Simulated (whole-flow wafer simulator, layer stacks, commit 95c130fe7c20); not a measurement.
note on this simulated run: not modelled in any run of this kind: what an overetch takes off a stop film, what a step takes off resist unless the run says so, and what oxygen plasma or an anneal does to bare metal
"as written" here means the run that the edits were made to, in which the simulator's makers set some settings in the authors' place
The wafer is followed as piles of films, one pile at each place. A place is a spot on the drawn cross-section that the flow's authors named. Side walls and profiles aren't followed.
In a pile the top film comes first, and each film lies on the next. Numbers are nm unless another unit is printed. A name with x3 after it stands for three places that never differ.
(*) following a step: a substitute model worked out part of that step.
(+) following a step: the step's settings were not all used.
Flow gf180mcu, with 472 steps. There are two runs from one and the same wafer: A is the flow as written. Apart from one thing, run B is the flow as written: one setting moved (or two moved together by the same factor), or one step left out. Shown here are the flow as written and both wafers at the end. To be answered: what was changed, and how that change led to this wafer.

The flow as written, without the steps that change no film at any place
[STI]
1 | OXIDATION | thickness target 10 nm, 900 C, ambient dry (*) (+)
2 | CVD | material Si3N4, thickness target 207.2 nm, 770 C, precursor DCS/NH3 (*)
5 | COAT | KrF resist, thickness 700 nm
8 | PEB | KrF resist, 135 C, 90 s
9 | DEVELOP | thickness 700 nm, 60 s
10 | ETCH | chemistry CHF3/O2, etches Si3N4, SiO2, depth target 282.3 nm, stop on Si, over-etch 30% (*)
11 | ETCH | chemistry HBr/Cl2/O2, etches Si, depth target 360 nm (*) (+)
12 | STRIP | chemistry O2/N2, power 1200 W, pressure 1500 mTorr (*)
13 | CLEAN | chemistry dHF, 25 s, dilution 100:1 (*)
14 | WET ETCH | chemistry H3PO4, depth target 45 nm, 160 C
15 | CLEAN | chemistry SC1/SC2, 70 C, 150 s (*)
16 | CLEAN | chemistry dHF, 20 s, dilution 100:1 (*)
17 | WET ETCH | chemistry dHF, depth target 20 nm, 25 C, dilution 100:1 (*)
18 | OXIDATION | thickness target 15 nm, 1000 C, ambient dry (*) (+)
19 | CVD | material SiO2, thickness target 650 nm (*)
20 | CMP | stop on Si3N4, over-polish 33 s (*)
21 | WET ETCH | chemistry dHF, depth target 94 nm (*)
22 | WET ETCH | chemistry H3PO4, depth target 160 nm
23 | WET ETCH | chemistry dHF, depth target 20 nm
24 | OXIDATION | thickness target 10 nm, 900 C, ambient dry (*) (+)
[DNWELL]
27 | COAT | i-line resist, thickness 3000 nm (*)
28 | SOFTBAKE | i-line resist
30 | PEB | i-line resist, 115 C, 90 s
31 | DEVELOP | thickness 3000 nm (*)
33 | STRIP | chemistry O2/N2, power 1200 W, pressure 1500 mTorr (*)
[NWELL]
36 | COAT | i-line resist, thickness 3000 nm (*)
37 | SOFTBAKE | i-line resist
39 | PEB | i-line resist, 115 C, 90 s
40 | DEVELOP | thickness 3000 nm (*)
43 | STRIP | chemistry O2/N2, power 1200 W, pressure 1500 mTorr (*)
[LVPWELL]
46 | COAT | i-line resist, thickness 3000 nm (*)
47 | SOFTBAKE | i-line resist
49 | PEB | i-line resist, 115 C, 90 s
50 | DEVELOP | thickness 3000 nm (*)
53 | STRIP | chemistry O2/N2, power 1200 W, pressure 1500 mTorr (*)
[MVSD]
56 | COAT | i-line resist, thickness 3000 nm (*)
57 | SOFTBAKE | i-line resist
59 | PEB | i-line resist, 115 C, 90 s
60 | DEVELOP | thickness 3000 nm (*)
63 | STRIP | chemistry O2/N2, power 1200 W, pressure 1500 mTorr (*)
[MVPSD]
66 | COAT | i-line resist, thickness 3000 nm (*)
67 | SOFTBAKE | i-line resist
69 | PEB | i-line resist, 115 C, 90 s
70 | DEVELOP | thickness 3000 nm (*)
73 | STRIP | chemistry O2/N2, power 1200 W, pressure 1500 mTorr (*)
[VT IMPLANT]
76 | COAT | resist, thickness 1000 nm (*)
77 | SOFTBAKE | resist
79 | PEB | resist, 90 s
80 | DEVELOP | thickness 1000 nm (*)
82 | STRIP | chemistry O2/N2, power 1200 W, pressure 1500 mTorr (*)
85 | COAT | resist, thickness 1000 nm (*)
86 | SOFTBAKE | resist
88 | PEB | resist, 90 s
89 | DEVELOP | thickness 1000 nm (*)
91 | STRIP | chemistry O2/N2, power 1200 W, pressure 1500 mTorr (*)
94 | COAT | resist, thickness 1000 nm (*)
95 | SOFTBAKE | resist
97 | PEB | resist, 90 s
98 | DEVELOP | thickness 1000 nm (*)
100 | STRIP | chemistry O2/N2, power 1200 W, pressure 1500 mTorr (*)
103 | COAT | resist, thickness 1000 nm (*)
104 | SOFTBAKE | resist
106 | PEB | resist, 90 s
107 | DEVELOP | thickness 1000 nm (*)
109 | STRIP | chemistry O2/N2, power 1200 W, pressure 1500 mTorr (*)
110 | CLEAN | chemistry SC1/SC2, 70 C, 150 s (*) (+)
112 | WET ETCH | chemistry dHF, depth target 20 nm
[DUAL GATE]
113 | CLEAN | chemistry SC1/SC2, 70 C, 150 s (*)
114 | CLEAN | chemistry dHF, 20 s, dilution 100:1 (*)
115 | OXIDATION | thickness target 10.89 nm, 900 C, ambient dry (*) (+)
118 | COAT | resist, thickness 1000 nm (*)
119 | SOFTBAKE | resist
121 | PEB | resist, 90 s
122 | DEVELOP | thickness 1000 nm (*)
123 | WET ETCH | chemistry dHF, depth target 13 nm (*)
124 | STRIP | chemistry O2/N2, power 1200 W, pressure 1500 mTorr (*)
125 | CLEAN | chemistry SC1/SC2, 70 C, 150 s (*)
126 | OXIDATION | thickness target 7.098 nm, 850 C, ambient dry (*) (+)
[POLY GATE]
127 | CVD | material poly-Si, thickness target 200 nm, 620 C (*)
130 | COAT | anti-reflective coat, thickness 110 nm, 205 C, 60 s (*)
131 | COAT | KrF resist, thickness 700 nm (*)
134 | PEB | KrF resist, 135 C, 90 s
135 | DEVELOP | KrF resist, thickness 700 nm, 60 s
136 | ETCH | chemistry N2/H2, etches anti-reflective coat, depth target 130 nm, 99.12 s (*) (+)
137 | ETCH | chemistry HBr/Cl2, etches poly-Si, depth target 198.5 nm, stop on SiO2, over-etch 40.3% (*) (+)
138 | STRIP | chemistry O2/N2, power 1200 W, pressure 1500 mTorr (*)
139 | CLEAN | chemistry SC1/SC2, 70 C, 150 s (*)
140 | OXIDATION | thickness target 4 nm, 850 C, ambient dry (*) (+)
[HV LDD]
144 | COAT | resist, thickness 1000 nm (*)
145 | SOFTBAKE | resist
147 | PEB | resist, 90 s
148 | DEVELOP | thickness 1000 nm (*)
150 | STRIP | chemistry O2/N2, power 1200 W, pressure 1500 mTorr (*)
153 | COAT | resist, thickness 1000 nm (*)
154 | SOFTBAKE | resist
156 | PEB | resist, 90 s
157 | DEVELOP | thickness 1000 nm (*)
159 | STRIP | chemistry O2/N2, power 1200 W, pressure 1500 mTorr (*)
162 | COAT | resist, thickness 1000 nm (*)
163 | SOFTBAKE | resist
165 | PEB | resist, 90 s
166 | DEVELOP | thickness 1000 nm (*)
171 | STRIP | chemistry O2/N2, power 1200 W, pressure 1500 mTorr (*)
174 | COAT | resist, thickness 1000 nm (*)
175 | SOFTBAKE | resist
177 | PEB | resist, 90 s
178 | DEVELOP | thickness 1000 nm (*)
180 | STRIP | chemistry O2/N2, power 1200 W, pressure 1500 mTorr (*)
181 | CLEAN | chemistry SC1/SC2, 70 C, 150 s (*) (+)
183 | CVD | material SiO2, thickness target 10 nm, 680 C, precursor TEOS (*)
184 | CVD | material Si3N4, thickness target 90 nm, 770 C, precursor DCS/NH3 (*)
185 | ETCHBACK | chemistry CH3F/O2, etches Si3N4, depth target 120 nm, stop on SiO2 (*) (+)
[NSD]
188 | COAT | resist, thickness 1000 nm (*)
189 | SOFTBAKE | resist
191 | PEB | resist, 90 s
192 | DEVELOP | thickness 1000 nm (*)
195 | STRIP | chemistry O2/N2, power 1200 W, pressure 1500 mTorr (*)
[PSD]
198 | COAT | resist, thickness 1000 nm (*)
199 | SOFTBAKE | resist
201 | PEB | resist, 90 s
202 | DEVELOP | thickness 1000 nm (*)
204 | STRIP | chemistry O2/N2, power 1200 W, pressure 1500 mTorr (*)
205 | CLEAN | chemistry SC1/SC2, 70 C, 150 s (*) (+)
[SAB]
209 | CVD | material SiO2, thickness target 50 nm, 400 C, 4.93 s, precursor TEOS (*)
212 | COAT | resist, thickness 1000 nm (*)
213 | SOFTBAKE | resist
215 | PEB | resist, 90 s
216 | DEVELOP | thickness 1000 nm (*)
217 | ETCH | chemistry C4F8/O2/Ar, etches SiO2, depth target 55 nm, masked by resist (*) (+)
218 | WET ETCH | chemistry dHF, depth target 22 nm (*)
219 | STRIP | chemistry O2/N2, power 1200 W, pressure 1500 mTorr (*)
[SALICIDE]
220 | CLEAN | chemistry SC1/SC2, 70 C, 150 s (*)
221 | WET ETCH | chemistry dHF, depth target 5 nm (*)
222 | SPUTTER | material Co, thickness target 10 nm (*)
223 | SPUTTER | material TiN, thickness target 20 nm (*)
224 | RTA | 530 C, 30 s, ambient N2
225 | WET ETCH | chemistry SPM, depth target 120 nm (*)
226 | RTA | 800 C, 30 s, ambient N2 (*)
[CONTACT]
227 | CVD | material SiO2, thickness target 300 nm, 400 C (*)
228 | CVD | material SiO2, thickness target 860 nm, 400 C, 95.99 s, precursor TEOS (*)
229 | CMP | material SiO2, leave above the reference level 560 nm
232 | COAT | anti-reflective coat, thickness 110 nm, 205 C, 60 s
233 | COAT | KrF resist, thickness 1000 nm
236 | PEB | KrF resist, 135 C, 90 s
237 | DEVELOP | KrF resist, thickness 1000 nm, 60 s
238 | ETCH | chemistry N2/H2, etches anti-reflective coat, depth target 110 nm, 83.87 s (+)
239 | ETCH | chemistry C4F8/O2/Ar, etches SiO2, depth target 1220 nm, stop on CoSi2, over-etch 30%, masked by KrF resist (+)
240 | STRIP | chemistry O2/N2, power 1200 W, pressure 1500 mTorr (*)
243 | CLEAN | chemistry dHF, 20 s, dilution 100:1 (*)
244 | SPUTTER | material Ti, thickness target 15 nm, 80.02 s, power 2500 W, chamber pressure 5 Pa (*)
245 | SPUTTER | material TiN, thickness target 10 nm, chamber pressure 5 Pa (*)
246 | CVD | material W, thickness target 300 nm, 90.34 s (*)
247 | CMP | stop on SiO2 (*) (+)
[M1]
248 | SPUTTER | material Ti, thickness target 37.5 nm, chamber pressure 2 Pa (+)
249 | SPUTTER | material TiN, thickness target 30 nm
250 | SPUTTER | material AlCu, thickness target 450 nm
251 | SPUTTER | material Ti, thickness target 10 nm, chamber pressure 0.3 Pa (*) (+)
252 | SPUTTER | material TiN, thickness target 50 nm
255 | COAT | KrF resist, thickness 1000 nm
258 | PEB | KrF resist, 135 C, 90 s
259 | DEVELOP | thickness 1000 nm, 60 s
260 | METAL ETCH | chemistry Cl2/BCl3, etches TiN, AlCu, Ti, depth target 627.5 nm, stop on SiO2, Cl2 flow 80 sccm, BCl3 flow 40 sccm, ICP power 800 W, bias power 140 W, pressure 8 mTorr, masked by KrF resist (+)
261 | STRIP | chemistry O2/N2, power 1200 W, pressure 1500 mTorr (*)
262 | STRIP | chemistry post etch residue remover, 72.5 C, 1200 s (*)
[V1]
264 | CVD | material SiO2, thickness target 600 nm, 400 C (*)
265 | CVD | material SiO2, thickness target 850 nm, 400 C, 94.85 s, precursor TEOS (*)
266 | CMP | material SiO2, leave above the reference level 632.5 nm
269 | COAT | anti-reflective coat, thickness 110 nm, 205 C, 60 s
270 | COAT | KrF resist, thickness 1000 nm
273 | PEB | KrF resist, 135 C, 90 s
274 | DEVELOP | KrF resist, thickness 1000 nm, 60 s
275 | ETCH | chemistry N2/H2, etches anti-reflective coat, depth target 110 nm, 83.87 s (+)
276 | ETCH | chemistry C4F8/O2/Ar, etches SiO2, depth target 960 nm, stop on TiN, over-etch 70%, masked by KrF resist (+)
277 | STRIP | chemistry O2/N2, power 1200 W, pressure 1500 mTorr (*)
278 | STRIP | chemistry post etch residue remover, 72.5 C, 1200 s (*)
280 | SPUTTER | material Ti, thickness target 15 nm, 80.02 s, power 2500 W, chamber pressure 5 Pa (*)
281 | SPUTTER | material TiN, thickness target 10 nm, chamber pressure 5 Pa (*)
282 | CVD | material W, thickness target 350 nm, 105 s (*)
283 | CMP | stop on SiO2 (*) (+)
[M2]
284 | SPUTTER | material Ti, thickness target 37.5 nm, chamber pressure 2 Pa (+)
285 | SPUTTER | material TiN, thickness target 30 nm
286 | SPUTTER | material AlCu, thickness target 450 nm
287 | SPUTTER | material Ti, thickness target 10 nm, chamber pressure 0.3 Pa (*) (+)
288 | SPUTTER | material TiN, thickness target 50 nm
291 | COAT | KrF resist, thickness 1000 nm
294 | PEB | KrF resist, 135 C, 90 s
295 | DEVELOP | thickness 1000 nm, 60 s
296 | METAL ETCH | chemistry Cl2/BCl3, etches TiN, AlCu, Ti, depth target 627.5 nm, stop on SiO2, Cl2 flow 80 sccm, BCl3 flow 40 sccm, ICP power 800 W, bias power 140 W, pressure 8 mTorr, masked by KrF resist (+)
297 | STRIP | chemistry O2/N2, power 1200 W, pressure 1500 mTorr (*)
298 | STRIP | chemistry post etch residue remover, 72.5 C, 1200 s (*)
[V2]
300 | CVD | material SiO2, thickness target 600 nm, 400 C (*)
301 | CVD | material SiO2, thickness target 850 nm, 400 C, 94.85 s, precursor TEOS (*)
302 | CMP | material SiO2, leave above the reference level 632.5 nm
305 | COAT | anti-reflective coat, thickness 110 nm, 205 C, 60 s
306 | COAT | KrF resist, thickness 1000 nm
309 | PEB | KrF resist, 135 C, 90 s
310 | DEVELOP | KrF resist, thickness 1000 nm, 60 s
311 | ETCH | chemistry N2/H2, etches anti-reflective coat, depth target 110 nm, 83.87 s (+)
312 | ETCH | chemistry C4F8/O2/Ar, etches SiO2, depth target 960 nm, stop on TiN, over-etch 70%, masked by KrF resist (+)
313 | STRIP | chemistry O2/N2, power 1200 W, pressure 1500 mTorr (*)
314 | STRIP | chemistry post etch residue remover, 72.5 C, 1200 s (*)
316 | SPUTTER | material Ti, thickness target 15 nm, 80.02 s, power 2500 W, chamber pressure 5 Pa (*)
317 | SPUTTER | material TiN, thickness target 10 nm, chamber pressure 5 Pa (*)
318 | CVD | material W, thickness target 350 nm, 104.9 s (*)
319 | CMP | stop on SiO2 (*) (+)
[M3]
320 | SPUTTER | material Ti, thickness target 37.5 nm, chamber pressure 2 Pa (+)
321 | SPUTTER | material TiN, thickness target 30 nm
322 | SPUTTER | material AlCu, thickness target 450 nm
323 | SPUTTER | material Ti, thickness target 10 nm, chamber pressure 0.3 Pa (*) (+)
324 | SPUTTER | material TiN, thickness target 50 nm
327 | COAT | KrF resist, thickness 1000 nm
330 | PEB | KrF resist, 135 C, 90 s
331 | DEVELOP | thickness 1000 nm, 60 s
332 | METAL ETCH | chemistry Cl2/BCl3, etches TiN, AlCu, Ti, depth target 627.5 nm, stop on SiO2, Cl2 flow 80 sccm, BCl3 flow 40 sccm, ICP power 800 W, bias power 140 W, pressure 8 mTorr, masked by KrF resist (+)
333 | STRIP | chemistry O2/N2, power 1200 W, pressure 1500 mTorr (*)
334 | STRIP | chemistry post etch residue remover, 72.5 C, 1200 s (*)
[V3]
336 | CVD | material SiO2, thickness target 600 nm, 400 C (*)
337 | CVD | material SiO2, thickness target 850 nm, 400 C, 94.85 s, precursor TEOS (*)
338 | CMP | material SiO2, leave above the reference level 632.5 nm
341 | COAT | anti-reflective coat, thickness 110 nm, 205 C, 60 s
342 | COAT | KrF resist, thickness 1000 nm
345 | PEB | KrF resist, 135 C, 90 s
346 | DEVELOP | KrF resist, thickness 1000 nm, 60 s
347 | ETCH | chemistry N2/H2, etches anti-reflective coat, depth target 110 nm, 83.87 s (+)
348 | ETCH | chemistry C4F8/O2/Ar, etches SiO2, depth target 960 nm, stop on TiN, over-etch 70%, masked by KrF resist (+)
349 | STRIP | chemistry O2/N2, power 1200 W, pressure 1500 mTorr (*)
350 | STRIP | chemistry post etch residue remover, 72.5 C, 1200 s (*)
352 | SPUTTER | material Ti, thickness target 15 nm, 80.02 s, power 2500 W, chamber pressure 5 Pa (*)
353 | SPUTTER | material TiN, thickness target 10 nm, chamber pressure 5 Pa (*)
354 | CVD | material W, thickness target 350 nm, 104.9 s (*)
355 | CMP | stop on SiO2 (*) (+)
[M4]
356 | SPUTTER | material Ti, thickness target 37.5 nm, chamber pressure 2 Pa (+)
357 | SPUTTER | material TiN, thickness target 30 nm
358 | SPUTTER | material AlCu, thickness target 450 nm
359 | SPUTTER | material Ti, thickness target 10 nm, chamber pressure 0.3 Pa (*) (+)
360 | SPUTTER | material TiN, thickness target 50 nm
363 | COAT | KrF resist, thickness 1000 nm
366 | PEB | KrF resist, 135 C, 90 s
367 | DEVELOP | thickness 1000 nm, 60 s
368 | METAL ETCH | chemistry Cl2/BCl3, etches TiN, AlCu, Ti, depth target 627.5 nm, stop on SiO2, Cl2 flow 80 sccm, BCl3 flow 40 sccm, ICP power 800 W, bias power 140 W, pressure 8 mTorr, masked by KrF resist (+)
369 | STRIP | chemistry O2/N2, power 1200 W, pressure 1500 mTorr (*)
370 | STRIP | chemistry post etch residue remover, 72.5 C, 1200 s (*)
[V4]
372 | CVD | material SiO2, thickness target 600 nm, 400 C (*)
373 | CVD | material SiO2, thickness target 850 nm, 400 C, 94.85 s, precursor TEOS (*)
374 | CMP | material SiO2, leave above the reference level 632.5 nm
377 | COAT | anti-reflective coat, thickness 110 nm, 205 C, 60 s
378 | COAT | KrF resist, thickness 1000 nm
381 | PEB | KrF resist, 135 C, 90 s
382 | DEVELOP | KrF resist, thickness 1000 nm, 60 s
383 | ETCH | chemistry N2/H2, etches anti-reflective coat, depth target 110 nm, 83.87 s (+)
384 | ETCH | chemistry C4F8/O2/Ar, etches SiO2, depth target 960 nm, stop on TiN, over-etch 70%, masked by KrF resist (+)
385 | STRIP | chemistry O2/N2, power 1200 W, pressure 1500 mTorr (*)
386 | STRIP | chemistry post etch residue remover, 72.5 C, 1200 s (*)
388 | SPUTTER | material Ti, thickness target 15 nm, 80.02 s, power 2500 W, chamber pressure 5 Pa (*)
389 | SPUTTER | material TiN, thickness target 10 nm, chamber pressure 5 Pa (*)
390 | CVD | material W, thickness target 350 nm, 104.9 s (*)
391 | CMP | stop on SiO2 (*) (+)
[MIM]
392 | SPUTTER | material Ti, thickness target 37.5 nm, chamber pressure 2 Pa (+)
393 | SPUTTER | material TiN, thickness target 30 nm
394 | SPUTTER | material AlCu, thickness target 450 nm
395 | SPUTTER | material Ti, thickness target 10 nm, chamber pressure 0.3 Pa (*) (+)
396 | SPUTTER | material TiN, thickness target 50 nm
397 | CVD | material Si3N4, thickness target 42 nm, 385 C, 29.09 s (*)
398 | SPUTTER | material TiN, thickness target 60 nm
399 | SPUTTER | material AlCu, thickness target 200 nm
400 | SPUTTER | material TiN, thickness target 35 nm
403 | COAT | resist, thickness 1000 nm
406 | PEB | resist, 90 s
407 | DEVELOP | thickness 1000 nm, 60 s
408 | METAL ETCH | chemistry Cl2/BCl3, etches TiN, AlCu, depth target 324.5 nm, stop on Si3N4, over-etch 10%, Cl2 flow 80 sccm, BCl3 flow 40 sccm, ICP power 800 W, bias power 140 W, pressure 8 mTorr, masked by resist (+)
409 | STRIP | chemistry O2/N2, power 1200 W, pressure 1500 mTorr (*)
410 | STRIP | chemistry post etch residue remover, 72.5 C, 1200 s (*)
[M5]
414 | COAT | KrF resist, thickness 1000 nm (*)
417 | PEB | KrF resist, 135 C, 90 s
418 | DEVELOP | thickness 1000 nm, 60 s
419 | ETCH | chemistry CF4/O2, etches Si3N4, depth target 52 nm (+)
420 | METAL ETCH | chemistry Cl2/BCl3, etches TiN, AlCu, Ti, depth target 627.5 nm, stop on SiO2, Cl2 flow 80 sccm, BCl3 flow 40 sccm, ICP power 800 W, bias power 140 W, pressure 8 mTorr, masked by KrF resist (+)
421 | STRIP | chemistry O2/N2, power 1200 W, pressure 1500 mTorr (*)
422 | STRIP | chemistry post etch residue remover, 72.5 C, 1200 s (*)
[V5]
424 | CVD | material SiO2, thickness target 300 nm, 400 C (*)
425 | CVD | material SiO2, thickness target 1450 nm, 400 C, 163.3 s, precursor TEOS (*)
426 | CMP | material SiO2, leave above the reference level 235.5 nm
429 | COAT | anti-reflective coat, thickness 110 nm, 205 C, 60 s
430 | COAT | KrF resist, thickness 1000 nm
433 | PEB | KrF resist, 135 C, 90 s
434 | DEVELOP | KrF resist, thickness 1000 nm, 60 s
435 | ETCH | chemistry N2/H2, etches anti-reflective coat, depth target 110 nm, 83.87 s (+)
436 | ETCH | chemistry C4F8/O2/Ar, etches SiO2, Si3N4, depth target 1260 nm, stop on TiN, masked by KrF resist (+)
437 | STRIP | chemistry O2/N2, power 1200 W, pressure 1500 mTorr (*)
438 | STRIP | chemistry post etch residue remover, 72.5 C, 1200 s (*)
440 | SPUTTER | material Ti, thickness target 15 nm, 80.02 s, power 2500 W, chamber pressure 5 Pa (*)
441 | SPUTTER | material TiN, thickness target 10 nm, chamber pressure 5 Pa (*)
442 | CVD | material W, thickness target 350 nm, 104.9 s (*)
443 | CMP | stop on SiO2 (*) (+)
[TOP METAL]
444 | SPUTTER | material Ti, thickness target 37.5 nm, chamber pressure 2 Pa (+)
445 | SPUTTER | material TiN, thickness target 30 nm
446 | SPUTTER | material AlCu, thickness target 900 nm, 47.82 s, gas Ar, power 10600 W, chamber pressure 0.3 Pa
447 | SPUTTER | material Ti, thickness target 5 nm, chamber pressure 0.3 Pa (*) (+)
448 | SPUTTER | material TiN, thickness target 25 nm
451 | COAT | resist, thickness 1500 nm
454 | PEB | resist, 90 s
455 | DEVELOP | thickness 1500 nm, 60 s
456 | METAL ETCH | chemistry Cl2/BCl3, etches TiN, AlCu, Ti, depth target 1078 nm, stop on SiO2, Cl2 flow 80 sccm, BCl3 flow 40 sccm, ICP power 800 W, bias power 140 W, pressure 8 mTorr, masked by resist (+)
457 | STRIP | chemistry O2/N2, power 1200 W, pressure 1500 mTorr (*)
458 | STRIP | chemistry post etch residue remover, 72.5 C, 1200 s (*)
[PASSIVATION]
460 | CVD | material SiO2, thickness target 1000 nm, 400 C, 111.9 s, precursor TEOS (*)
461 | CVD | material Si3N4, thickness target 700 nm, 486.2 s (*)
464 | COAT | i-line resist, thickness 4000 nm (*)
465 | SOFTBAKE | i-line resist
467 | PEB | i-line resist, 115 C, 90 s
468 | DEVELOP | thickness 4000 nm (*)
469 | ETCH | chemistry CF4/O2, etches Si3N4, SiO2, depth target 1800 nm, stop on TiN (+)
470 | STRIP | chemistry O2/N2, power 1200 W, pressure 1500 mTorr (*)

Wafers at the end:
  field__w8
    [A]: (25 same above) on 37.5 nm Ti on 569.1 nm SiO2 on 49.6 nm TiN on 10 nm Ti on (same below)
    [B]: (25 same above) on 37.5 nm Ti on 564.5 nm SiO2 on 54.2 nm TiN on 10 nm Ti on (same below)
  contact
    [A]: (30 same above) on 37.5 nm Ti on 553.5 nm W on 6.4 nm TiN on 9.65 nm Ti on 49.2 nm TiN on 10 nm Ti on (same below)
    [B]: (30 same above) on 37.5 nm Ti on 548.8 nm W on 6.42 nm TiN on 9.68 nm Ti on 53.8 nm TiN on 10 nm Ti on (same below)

Cause: step 288, SPUTTER: thickness target 54.62 nm was run, whereas the flow has thickness target 50 nm.

The path from the change to this, step by step:
  288 | SPUTTER | material TiN, thickness target 50 nm
      field, field__w1, field__w2 and 108 more: A TiN gains 50 (new film) | B TiN gains 54.6 (new film)
  296 | METAL ETCH | chemistry Cl2/BCl3, etches TiN, AlCu, Ti, depth target 627.5 nm, stop on SiO2, Cl2 flow 80 sccm, BCl3 flow 40 sccm, ICP power 800 W, bias power 140 W, pressure 8 mTorr, masked by KrF resist (+)
      field, field__w1, field__w2 and 103 more: A TiN loses 50 (all of it), Ti loses 10 (all of it), AlCu loses 450 (all of it), TiN loses 30 (all of it), Ti loses 37.5 (all of it) | B TiN loses 54.6 (all of it), Ti loses 10 (all of it), AlCu loses 450 (all of it), TiN loses 30 (all of it), Ti loses 37.5 (all of it)
